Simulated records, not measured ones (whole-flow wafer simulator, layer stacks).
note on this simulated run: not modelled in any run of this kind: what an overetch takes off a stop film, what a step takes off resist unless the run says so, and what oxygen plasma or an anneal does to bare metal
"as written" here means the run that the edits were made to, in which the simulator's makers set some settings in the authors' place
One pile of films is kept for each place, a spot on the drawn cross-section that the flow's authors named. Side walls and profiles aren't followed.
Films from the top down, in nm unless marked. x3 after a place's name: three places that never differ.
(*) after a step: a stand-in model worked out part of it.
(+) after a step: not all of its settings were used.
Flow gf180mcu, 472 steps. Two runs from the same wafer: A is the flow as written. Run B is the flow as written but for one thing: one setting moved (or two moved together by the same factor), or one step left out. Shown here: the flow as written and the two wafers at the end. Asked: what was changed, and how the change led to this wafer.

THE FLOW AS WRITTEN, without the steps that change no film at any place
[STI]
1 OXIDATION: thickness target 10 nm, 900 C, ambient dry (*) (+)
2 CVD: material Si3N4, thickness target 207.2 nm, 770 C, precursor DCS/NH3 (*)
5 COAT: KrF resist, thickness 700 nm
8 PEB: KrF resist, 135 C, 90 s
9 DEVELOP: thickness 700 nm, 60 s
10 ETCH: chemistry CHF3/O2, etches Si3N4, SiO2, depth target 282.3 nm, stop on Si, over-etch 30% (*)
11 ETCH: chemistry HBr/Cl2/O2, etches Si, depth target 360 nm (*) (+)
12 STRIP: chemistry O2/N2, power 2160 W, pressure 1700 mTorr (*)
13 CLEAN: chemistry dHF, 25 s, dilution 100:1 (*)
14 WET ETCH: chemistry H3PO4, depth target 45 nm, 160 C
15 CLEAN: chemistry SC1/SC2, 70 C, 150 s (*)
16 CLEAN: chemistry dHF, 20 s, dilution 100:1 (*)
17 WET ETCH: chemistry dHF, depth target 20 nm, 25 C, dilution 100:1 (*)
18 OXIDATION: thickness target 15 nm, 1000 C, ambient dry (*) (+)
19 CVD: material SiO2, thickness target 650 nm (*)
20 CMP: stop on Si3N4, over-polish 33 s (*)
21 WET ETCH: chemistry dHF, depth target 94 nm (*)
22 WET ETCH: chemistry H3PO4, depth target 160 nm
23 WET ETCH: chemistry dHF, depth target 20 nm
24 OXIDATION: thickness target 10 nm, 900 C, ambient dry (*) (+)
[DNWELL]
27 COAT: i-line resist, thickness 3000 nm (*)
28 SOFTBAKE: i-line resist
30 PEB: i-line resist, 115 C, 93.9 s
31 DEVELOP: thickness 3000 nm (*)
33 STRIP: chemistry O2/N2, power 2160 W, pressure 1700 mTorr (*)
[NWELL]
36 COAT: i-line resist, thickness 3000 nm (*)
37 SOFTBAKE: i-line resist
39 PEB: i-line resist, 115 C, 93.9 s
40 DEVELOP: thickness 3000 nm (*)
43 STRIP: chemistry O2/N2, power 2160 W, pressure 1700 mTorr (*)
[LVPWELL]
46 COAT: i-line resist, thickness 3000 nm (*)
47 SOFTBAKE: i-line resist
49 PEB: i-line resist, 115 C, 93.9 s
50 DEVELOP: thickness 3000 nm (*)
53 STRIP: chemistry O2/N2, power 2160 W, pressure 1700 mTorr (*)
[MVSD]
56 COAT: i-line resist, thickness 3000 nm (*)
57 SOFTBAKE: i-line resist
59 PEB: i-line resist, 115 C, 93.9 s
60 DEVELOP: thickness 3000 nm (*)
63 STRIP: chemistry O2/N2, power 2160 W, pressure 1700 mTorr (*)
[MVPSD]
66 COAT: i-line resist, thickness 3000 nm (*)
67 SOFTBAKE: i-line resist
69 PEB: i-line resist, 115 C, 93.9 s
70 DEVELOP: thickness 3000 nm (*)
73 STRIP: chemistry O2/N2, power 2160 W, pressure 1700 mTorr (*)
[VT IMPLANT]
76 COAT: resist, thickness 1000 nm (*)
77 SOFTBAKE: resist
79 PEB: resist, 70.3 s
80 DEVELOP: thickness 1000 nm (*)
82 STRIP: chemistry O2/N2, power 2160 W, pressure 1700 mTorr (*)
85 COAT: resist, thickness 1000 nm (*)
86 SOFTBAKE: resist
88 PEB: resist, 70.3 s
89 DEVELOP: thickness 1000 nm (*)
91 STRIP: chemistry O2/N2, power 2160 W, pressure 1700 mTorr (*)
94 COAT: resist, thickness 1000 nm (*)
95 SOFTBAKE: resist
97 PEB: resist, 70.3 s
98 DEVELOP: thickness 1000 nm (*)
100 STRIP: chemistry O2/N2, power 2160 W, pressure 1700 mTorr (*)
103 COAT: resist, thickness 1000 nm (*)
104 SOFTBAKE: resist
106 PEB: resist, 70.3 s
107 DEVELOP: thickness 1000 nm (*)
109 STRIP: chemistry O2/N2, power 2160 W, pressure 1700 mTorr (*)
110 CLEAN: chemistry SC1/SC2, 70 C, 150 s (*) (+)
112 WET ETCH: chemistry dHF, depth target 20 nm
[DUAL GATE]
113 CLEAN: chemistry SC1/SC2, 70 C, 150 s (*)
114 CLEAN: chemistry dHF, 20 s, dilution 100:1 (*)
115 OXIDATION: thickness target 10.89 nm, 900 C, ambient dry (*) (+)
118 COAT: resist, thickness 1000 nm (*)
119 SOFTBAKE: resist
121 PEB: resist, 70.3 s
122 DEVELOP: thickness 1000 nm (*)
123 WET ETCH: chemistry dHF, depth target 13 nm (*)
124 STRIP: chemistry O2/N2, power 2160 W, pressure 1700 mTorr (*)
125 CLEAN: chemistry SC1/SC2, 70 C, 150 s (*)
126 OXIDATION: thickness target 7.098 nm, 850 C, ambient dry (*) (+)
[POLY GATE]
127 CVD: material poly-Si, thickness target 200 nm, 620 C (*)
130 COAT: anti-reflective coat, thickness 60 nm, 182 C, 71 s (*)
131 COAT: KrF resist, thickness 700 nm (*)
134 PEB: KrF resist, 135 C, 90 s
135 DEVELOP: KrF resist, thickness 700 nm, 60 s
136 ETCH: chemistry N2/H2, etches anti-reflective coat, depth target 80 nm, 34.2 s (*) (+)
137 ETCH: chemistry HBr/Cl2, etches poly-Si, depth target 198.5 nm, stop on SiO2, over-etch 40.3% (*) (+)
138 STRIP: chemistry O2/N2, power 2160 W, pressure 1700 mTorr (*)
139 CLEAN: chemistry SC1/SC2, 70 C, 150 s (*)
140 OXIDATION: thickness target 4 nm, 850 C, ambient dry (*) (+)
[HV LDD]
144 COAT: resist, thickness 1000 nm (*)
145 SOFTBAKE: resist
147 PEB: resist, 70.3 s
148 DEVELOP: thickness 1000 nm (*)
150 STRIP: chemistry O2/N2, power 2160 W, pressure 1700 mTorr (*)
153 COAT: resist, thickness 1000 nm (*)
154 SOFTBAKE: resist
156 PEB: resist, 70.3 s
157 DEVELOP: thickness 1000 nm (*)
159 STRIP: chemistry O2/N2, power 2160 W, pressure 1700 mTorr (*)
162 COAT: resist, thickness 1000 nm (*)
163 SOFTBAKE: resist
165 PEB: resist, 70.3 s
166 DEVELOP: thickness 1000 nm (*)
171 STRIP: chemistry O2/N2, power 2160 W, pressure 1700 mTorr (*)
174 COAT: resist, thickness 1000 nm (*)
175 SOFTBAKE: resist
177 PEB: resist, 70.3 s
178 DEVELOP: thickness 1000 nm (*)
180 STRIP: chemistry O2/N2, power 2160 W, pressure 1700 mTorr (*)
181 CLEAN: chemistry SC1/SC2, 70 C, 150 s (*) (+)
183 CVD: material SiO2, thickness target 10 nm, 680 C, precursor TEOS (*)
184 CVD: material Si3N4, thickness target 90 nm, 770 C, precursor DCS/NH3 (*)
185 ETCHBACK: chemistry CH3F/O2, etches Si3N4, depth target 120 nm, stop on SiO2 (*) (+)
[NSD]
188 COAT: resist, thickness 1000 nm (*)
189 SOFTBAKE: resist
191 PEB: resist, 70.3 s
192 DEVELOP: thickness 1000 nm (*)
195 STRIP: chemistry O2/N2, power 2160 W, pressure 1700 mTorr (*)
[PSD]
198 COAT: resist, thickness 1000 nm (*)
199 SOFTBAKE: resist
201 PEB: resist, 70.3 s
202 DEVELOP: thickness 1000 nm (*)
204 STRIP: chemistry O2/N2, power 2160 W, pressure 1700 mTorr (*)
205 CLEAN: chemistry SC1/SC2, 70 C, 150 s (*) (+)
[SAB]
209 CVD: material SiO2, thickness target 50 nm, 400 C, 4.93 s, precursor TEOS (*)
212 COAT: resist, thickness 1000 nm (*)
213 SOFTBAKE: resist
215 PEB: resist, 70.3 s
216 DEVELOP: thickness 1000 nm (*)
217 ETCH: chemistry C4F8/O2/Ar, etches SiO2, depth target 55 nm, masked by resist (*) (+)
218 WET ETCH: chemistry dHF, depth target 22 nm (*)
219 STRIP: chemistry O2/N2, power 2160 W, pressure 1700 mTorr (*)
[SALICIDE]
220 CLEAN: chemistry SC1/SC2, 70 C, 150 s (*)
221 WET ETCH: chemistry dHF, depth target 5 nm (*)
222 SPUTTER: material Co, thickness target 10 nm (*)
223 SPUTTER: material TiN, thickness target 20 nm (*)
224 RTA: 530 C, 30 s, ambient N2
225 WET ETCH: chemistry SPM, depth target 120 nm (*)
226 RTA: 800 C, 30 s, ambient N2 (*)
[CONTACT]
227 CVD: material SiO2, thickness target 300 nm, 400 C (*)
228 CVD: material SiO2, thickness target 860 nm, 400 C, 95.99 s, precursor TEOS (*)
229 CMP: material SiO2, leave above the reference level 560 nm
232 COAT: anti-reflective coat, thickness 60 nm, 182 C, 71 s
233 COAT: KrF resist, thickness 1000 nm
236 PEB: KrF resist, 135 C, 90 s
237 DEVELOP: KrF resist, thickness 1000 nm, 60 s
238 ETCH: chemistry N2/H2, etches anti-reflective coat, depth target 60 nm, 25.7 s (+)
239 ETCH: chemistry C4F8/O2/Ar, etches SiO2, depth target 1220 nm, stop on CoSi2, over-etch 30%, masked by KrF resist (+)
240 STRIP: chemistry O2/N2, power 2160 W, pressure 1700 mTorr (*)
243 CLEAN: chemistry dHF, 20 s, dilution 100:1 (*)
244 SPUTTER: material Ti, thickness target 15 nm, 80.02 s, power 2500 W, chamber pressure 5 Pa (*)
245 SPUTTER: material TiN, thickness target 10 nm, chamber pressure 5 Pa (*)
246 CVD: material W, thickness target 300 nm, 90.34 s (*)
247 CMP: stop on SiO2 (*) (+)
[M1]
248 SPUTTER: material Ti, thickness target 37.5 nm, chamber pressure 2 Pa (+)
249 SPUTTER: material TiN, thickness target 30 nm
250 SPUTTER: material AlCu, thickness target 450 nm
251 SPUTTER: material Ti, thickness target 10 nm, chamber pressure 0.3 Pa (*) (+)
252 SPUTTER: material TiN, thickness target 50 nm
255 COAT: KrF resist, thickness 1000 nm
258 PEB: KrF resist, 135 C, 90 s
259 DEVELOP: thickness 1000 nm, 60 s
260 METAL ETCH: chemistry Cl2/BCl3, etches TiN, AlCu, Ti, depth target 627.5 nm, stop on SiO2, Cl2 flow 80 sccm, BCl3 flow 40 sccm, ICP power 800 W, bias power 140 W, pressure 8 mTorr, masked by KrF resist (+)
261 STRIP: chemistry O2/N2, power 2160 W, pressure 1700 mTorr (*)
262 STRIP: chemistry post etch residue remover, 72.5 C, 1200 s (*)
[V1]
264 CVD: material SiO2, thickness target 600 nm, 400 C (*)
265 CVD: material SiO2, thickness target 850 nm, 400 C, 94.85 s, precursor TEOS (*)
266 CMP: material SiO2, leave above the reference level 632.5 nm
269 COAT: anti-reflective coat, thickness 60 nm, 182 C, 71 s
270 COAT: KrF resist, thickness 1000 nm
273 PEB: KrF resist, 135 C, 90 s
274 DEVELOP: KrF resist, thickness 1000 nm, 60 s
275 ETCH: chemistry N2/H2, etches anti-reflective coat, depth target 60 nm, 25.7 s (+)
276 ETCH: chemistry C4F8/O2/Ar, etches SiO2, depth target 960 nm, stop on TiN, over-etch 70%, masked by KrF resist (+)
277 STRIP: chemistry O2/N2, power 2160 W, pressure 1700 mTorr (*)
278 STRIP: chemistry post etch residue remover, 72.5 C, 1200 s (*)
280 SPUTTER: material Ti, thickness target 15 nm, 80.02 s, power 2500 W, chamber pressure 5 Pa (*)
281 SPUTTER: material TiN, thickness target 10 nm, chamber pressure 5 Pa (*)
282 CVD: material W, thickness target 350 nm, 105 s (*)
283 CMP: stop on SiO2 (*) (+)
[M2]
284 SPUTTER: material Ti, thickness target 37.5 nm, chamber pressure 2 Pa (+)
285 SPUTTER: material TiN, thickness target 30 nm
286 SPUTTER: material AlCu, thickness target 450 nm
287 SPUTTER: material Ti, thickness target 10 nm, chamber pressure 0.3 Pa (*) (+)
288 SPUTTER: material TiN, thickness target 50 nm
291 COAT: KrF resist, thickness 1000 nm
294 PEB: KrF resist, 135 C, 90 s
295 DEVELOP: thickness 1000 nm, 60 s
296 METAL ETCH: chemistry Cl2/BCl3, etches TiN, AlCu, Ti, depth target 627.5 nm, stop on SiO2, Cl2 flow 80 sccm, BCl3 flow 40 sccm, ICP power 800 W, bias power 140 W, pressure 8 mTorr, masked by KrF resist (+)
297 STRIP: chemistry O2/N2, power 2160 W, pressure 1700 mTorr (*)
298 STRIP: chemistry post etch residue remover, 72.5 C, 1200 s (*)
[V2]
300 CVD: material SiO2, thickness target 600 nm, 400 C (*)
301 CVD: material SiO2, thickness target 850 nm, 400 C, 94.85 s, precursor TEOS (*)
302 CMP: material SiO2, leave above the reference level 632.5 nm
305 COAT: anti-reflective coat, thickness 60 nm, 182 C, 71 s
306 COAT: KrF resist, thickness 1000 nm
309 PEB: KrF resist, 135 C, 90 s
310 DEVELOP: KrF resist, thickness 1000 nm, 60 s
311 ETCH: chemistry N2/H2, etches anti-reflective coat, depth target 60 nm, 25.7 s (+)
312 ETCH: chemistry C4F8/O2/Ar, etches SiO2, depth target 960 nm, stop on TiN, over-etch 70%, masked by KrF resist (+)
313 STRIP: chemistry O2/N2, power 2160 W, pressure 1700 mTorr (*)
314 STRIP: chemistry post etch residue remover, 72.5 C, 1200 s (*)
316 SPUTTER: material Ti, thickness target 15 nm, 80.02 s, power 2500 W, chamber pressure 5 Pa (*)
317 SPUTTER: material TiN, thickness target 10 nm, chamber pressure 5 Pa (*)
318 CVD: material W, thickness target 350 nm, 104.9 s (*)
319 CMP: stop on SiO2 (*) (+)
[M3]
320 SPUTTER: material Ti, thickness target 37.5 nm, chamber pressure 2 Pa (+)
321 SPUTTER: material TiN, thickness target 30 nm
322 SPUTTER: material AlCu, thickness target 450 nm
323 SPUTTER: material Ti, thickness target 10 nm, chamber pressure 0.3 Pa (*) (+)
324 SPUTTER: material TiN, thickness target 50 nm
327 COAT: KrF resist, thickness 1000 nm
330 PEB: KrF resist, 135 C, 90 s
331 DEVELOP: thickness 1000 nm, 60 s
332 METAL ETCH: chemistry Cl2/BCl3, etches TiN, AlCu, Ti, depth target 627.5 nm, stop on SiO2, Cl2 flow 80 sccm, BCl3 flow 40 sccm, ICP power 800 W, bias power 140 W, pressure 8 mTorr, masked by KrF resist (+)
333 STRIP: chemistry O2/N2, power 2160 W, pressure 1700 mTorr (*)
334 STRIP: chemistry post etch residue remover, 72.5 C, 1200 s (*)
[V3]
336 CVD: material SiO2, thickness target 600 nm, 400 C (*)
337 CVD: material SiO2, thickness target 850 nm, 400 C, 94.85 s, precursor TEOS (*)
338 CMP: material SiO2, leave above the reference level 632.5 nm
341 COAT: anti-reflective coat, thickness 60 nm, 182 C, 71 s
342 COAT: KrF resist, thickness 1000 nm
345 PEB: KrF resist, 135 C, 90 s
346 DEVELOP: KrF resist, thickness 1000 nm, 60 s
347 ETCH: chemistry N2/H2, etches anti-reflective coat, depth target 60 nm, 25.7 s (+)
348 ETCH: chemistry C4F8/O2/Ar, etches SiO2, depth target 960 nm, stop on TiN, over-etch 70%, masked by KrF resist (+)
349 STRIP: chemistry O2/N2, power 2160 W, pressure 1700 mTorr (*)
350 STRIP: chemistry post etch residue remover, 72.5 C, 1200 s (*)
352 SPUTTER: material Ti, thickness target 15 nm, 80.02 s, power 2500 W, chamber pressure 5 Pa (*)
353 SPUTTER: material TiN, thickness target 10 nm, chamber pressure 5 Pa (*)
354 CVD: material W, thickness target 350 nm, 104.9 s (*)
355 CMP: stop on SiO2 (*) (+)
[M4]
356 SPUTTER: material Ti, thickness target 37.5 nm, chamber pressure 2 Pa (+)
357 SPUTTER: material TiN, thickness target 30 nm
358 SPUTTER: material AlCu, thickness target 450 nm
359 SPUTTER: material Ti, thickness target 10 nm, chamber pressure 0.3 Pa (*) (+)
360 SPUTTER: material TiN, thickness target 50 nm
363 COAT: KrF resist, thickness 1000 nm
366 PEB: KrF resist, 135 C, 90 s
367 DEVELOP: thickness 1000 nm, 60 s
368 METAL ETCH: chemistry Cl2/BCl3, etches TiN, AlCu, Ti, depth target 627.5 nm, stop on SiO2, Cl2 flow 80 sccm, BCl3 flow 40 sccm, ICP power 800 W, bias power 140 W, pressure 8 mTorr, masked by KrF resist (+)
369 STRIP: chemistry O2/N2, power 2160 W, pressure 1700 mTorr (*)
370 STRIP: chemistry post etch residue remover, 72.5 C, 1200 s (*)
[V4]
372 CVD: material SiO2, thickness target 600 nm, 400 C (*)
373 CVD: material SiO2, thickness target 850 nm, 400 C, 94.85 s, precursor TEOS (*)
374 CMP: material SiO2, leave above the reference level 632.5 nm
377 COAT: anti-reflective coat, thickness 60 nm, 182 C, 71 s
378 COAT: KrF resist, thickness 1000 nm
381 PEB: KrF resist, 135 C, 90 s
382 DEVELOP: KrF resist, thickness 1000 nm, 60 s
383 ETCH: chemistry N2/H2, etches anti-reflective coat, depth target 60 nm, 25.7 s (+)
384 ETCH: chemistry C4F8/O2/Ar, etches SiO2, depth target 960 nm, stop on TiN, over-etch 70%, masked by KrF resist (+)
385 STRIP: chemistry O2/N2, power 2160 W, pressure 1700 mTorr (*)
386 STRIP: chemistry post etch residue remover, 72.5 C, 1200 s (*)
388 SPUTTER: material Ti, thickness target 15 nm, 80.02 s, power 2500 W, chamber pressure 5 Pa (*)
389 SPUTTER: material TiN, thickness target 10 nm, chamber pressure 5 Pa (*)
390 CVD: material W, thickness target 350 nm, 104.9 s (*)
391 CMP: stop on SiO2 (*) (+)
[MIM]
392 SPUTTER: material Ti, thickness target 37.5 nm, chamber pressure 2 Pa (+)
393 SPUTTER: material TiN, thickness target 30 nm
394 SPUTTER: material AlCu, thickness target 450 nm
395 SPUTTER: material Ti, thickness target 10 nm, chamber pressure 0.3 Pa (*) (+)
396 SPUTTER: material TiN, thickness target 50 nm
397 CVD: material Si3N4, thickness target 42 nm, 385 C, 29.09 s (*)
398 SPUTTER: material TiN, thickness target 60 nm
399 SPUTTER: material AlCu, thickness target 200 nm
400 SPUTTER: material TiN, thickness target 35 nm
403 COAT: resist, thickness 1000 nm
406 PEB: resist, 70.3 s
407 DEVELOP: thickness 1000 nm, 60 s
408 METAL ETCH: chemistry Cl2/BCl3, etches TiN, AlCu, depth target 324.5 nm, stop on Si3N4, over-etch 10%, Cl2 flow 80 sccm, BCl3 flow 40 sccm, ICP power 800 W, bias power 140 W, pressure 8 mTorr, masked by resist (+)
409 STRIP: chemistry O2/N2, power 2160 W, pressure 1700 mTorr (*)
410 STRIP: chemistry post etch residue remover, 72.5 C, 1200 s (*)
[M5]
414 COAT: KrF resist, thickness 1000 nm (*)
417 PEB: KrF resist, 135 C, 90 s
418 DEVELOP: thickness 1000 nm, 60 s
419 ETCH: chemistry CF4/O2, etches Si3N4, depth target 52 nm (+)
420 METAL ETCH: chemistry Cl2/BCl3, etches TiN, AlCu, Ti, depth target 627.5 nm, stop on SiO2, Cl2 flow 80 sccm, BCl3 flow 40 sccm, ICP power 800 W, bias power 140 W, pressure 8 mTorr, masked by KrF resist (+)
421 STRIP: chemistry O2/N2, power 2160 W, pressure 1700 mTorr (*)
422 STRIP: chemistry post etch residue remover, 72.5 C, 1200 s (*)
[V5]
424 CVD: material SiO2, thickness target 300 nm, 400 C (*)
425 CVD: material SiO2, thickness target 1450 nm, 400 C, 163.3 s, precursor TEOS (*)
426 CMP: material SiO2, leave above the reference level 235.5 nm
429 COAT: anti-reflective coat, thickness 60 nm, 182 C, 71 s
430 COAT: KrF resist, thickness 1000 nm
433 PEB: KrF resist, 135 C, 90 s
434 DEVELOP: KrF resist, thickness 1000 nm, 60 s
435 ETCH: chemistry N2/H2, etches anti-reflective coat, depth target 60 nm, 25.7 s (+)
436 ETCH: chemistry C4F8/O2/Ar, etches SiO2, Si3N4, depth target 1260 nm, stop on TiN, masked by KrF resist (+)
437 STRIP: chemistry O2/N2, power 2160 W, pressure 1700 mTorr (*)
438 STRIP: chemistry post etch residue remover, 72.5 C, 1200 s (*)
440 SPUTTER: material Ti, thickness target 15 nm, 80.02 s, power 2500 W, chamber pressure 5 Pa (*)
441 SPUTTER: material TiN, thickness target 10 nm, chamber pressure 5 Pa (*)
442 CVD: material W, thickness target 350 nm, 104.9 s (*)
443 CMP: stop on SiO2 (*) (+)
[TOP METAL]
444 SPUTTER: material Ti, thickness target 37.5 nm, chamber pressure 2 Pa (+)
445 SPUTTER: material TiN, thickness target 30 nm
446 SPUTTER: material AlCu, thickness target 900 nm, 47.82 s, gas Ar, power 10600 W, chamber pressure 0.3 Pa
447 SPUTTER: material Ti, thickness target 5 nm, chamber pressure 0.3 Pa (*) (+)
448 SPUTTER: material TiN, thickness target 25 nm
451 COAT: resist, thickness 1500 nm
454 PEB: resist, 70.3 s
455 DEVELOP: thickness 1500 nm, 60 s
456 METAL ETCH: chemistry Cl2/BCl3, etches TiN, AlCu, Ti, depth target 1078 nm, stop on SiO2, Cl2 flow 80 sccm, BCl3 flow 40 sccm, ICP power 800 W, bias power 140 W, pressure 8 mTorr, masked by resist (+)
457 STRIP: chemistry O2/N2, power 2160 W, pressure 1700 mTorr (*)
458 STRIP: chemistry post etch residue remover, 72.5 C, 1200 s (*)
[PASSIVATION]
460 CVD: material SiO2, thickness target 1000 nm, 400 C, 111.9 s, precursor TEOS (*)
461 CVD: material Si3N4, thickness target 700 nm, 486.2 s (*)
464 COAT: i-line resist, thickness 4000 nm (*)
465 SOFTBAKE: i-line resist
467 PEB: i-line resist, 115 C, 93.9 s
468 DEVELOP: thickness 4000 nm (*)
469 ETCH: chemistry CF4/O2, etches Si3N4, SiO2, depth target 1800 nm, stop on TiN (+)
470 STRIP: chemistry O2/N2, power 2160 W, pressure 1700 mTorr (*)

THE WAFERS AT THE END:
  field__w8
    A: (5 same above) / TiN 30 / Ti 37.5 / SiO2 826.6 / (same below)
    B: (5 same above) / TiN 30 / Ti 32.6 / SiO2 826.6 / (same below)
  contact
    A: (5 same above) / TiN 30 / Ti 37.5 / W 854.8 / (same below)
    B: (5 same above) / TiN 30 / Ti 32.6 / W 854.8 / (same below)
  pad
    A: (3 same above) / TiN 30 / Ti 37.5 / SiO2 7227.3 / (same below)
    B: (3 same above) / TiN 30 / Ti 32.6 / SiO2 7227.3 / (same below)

The cause: step 444, SPUTTER: thickness target 32.6 nm was run, where the flow has thickness target 37.5 nm.
It can be read off the wafer: field__w8 has Ti 32.6, and step 444 as written asks for 37.5 nm.

How the change led to this, step by step:
  444 SPUTTER: material Ti, thickness target 37.5 nm, chamber pressure 2 Pa (+)
      field, field__w1, field__w2 and 109 more: A Ti +37.5 (new film) | B Ti +32.6 (new film)
  456 METAL ETCH: chemistry Cl2/BCl3, etches TiN, AlCu, Ti, depth target 1078 nm, stop on SiO2, Cl2 flow 80 sccm, BCl3 flow 40 sccm, ICP power 800 W, bias power 140 W, pressure 8 mTorr, masked by resist (+)
      field, field__w1, field__w2 and 103 more: A TiN -25 (all of it), Ti -5 (all of it), AlCu -900 (all of it), TiN -30 (all of it), Ti -37.5 (all of it) | B TiN -25 (all of it), Ti -5 (all of it), AlCu -900 (all of it), TiN -30 (all of it), Ti -32.6 (all of it)
